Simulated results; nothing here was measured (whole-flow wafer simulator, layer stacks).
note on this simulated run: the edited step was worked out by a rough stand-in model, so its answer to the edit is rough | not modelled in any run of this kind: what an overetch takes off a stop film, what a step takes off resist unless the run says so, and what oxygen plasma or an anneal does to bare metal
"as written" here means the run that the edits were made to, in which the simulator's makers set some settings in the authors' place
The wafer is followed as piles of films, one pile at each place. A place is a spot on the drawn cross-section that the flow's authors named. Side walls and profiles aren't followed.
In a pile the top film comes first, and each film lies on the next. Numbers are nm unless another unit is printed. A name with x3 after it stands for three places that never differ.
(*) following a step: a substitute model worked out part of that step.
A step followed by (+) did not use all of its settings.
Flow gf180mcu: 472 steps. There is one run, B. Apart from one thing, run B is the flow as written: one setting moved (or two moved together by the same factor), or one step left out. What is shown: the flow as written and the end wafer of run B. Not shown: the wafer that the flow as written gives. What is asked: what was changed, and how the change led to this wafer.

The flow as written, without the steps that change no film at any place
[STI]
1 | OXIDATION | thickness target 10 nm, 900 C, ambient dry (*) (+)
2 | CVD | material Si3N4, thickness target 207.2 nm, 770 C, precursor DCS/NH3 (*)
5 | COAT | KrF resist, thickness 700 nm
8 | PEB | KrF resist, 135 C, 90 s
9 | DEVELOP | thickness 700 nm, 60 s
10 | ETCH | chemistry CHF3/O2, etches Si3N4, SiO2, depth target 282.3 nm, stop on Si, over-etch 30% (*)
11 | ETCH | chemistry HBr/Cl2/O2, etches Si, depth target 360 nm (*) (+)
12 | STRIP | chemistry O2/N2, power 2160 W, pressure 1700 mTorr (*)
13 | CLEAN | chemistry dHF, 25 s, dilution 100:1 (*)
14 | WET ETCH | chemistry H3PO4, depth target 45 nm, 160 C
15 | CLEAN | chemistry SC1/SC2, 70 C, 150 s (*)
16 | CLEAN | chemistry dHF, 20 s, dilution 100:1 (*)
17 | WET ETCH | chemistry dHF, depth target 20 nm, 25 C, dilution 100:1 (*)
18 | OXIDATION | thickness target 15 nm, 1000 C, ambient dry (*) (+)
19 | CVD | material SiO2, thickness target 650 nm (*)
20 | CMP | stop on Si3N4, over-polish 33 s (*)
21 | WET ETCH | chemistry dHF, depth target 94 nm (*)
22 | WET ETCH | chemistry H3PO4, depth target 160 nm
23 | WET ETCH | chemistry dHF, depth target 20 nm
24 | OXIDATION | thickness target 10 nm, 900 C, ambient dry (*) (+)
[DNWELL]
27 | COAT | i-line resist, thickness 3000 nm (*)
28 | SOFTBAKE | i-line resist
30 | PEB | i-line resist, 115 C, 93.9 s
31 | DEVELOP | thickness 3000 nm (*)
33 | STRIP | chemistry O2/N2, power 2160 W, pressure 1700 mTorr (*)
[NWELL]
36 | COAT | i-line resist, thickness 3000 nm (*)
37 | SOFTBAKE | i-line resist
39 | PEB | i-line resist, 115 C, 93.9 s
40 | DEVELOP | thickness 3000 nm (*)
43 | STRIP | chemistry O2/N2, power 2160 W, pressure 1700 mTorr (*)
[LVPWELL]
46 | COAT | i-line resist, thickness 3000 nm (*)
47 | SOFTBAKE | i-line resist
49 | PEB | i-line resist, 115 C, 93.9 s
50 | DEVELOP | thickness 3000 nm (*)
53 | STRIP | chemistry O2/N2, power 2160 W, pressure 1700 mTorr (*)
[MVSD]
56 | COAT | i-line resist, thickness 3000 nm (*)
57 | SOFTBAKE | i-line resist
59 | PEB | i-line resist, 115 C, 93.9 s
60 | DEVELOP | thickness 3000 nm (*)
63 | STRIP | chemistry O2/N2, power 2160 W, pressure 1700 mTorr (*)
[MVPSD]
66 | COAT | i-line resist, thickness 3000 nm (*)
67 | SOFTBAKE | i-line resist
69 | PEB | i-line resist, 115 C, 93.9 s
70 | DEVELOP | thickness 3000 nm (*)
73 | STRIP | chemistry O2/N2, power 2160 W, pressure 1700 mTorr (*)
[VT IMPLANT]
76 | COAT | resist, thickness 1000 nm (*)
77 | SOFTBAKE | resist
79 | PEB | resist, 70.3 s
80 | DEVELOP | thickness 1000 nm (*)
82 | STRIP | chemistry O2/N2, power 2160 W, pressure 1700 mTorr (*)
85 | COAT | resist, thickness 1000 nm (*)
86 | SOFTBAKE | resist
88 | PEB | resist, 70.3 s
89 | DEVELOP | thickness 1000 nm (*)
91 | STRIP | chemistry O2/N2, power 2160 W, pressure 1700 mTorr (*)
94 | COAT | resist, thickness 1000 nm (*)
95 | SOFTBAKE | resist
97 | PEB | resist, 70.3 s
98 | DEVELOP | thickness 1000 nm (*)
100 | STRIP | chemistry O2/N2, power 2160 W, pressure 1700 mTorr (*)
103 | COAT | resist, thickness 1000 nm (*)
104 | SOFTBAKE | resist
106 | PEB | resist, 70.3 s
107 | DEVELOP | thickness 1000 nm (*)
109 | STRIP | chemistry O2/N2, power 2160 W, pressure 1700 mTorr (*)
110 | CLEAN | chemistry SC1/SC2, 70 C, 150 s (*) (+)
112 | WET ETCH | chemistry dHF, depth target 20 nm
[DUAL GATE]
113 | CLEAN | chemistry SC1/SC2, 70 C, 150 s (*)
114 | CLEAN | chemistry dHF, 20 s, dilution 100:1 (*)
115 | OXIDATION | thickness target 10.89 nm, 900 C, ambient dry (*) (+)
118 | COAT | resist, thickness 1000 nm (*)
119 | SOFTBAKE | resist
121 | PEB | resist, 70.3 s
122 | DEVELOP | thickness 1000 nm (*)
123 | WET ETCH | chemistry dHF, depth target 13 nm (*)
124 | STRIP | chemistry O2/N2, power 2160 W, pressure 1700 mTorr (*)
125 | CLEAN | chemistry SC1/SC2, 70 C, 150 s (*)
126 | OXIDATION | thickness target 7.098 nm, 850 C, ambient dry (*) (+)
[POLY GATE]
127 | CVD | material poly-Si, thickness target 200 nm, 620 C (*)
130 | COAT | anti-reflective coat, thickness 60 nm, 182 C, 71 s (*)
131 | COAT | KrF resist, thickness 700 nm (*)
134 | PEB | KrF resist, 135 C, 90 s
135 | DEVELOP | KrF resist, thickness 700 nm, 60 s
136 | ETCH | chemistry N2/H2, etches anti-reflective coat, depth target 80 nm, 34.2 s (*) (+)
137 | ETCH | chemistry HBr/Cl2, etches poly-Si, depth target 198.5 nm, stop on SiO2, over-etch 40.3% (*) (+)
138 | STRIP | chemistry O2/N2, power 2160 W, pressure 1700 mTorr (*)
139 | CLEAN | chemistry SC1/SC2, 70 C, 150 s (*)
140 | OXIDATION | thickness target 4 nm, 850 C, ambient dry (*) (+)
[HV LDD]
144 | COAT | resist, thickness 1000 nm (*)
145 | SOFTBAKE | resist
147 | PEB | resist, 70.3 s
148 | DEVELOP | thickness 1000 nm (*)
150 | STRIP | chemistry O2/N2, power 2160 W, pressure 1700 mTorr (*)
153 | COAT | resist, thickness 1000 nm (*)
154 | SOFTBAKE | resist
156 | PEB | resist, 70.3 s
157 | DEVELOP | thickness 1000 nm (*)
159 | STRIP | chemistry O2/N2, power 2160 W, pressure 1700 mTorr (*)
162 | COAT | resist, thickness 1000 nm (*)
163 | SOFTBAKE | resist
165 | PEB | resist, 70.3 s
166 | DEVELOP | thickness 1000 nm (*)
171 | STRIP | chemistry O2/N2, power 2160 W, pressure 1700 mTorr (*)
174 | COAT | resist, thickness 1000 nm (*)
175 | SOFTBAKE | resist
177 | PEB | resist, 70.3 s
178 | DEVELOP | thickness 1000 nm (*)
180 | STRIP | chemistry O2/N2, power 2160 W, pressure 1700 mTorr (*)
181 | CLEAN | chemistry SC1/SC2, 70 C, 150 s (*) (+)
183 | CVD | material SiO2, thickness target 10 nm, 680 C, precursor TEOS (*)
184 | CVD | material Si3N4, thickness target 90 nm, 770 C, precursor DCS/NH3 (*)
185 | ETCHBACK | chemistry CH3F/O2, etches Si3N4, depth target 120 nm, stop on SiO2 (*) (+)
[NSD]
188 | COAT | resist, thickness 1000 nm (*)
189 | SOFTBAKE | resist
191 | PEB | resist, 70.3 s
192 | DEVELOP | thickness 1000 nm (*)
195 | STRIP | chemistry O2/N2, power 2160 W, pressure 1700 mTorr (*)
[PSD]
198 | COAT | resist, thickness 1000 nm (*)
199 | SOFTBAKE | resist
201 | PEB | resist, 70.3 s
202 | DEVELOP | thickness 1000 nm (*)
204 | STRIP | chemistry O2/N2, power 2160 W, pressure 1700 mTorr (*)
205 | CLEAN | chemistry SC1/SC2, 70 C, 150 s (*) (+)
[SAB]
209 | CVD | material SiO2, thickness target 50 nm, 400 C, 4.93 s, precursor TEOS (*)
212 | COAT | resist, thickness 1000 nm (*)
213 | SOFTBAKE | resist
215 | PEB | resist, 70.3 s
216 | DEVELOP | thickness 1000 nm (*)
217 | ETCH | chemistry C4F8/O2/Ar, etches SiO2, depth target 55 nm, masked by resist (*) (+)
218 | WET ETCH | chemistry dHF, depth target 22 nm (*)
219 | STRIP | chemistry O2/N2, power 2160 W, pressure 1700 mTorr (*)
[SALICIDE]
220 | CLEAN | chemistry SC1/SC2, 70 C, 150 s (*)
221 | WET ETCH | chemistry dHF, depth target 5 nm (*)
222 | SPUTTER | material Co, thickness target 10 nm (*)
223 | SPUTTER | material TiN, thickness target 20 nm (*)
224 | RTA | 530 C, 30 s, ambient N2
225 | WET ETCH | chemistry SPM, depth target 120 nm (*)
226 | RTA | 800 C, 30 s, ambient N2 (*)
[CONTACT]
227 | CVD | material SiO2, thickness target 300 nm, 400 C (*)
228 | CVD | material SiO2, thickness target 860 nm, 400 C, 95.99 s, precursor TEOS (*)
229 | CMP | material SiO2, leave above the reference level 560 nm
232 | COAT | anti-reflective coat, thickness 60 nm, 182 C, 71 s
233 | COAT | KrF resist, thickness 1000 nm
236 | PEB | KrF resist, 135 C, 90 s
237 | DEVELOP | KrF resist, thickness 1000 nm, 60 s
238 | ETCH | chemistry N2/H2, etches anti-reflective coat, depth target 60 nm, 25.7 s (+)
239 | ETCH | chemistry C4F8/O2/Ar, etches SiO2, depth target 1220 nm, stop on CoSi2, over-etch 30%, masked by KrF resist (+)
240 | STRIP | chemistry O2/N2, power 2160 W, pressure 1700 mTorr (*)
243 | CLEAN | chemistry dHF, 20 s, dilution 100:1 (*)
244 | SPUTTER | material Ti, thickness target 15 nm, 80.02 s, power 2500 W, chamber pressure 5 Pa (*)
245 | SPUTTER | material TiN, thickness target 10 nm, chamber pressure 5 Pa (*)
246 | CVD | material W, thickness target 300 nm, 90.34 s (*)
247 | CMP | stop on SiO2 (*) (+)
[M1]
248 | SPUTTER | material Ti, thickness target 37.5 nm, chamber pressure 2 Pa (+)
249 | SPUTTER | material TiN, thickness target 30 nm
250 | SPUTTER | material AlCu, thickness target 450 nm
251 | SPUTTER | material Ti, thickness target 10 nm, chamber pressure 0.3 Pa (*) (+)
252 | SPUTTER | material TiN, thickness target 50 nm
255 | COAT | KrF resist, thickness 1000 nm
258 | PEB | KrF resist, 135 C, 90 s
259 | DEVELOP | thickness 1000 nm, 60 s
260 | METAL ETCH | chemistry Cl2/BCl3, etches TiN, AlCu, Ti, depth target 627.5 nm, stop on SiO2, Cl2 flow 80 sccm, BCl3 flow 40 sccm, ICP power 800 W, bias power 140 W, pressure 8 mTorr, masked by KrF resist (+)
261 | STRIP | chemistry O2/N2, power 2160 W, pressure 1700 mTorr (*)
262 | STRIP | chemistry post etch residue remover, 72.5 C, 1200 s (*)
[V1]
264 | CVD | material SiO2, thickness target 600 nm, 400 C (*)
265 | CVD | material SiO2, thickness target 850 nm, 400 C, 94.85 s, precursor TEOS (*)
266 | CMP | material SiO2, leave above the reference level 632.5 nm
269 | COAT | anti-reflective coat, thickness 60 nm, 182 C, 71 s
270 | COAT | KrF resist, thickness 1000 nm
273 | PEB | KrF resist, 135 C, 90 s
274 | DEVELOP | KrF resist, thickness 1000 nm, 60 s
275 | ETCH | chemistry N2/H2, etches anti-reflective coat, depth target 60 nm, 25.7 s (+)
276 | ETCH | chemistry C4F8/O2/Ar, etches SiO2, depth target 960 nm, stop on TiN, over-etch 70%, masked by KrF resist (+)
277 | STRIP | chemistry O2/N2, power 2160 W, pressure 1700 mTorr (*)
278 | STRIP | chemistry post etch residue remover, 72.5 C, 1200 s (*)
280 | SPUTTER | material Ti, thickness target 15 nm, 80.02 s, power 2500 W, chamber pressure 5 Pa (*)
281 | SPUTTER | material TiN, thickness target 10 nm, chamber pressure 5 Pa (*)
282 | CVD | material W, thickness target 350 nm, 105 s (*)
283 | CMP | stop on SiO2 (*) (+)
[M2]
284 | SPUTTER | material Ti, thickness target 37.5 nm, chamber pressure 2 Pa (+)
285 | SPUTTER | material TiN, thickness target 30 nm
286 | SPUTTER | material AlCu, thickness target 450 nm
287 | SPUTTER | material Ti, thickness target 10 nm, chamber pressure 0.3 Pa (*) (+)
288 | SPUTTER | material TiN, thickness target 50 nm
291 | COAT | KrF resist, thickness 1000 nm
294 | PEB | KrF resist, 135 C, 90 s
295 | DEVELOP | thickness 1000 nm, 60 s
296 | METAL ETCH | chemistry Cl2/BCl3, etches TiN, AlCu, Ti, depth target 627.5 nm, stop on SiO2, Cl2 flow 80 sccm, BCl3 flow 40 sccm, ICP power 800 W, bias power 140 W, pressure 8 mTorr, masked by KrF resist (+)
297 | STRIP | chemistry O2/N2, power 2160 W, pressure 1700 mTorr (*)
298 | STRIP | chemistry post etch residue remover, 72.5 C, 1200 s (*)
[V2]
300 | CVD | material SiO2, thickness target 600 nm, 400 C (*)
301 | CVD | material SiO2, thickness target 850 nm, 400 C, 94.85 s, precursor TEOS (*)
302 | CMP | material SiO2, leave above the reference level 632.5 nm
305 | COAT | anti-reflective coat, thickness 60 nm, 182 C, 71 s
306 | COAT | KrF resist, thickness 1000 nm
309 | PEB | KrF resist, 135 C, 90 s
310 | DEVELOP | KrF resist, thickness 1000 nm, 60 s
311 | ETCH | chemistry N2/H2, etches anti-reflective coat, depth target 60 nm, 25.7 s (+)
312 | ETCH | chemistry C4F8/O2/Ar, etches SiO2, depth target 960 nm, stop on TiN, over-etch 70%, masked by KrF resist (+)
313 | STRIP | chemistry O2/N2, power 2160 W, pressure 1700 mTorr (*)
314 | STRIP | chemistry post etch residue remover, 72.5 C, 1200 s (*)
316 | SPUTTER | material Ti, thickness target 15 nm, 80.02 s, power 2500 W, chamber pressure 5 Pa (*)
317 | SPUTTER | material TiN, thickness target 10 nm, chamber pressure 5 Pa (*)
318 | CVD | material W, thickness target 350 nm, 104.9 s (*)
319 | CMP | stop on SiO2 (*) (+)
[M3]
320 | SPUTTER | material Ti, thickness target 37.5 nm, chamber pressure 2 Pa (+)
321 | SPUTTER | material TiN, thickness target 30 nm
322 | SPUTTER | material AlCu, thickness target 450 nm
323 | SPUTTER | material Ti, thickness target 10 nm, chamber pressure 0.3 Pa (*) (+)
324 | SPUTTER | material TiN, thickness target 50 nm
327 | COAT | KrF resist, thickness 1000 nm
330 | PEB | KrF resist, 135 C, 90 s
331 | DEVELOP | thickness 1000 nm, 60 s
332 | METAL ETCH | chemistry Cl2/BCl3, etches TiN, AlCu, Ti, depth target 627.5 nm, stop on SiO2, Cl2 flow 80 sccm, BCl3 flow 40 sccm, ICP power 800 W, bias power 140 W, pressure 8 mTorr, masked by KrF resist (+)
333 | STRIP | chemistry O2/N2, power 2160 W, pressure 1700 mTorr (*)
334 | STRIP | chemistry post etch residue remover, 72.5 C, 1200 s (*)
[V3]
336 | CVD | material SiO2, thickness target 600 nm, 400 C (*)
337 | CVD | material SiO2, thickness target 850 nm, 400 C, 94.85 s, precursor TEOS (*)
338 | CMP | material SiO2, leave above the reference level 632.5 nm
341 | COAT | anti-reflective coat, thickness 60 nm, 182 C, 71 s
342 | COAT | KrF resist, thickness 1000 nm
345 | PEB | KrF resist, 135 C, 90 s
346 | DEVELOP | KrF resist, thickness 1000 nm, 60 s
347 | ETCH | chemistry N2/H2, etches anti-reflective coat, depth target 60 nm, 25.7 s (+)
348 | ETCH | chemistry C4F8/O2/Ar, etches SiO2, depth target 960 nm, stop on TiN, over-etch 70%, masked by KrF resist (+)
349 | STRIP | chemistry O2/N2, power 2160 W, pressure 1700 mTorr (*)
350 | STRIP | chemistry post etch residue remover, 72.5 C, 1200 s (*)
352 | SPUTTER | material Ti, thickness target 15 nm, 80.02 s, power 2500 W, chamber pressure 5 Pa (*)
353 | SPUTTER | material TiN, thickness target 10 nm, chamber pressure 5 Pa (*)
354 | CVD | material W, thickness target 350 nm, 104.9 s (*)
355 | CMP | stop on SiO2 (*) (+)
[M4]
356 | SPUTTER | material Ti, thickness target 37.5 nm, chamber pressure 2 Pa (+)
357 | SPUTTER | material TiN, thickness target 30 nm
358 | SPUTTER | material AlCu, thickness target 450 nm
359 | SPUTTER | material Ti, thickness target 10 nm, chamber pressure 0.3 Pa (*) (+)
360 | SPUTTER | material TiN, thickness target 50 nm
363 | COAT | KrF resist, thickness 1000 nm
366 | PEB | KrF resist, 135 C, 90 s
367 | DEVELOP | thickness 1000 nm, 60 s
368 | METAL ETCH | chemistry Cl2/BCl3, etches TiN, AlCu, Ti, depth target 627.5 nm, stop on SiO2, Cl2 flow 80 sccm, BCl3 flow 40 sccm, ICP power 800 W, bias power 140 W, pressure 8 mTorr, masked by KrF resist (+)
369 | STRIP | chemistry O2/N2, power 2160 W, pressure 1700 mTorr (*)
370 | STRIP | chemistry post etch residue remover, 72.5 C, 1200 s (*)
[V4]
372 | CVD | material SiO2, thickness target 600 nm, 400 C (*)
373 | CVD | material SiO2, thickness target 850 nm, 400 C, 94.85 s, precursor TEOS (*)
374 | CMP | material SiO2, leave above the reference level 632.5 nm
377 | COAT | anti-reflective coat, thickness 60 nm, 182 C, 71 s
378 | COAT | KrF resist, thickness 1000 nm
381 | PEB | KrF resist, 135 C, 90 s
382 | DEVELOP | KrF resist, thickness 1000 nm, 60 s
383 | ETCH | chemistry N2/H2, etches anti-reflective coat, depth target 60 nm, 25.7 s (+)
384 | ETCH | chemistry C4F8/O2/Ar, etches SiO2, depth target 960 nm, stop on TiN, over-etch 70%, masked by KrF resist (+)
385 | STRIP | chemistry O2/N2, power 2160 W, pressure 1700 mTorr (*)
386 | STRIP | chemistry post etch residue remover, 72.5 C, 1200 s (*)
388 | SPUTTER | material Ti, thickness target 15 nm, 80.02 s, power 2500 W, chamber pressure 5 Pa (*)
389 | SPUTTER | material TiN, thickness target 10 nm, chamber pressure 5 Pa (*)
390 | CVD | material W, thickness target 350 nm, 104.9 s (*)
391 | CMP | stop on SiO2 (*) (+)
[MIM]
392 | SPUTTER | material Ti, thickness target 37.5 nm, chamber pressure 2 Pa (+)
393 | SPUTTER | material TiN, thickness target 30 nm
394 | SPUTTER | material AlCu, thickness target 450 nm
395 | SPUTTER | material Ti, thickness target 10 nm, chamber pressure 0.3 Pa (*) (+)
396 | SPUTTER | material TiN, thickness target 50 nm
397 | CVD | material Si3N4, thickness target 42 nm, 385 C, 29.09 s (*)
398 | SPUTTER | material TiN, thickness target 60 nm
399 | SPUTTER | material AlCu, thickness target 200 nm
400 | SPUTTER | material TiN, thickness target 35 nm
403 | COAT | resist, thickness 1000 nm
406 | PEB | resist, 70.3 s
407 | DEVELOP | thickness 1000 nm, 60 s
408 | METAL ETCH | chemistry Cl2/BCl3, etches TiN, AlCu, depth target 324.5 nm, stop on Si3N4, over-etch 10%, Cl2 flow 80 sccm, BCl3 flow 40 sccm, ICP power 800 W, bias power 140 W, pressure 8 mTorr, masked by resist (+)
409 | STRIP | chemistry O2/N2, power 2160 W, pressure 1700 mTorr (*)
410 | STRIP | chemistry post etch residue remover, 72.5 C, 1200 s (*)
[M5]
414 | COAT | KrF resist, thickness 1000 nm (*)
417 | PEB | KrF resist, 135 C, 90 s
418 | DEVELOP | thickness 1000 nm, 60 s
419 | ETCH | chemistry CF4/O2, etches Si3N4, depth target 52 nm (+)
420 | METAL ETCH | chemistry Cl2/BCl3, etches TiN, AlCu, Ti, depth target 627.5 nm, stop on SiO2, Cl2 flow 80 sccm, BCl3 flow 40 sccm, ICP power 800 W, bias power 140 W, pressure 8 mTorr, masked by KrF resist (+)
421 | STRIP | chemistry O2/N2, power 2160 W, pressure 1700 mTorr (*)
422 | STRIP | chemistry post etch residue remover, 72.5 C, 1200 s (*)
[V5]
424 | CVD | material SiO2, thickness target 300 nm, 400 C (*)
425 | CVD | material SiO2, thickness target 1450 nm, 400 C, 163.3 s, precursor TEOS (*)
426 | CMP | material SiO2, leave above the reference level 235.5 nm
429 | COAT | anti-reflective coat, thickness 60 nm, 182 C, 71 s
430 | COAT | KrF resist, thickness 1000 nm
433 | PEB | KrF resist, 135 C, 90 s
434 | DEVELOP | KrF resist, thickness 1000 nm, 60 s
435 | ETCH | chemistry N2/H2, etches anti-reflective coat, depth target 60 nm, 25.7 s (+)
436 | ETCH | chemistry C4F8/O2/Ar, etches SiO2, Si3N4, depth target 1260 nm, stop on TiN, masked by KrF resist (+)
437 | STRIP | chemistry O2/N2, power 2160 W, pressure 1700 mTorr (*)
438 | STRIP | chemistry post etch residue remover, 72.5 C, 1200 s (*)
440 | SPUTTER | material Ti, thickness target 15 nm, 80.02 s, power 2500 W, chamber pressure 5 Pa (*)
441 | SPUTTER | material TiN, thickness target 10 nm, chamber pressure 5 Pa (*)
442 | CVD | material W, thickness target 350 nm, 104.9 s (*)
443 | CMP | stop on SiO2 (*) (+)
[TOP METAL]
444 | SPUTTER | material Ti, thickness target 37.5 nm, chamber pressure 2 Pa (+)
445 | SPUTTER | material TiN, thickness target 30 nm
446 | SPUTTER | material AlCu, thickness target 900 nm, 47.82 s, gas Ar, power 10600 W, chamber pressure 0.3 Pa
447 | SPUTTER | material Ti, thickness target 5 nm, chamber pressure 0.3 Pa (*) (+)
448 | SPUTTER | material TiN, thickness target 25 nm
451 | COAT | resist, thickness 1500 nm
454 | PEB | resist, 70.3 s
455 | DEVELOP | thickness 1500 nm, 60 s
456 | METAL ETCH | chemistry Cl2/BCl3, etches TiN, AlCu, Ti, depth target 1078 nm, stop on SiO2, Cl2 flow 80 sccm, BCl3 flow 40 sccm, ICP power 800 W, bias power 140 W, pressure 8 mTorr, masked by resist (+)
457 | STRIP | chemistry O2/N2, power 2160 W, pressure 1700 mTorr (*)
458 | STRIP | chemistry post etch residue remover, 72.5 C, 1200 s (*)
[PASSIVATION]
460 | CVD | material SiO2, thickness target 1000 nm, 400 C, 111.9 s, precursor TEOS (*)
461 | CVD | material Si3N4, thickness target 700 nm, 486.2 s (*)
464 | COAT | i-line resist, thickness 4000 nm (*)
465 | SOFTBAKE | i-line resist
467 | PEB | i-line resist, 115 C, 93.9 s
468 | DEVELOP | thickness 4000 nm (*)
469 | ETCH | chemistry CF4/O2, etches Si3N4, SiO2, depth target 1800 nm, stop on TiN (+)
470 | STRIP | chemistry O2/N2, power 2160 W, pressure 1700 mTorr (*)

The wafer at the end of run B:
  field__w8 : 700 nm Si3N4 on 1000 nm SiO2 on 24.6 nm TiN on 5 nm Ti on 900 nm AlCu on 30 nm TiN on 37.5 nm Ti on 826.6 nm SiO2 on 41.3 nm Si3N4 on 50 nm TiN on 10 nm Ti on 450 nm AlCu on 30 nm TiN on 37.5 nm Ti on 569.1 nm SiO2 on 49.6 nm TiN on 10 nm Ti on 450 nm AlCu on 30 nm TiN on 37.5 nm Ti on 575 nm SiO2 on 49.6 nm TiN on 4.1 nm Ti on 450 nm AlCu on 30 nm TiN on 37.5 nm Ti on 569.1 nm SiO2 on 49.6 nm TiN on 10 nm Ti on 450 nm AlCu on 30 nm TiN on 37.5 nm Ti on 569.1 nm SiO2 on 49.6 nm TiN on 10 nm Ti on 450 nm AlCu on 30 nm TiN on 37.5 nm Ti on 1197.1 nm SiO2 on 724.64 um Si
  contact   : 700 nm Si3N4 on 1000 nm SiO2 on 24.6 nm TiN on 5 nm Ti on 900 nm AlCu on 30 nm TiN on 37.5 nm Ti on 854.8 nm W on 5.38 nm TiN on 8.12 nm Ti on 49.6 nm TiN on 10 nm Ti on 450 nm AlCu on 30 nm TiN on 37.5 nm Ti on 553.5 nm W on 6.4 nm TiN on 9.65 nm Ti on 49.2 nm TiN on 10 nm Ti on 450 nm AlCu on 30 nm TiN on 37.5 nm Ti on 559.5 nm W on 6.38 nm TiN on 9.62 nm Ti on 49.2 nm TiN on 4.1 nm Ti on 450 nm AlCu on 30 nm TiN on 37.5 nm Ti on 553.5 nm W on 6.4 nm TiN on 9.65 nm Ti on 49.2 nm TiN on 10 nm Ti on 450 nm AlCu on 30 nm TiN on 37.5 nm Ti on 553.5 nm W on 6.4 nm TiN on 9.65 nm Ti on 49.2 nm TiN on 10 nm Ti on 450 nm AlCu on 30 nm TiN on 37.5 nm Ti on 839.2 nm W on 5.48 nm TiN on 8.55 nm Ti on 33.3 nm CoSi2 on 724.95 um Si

Cause: step 323, SPUTTER: thickness target 4.1 nm was run, whereas the flow has thickness target 10 nm.
The wafer itself shows it: field__w8 has Ti 4.1, and step 323 as written asks for 10 nm.

The path from the change to this, step by step:
  323 | SPUTTER | material Ti, thickness target 10 nm, chamber pressure 0.3 Pa (*) (+)
      field, field__w1, field__w2 and 108 more: Ti gains 4.1 (new film) (in the flow as written it would be: Ti gains 10 (new film))
  332 | METAL ETCH | chemistry Cl2/BCl3, etches TiN, AlCu, Ti, depth target 627.5 nm, stop on SiO2, Cl2 flow 80 sccm, BCl3 flow 40 sccm, ICP power 800 W, bias power 140 W, pressure 8 mTorr, masked by KrF resist (+)
      field, field__w1, field__w2 and 103 more: TiN loses 50 (all of it), Ti loses 4.1 (all of it), AlCu loses 450 (all of it), TiN loses 30 (all of it), Ti loses 37.5 (all of it) (in the flow as written it would be: TiN loses 50 (all of it), Ti loses 10 (all of it), AlCu loses 450 (all of it), TiN loses 30 (all of it), Ti loses 37.5 (all of it))
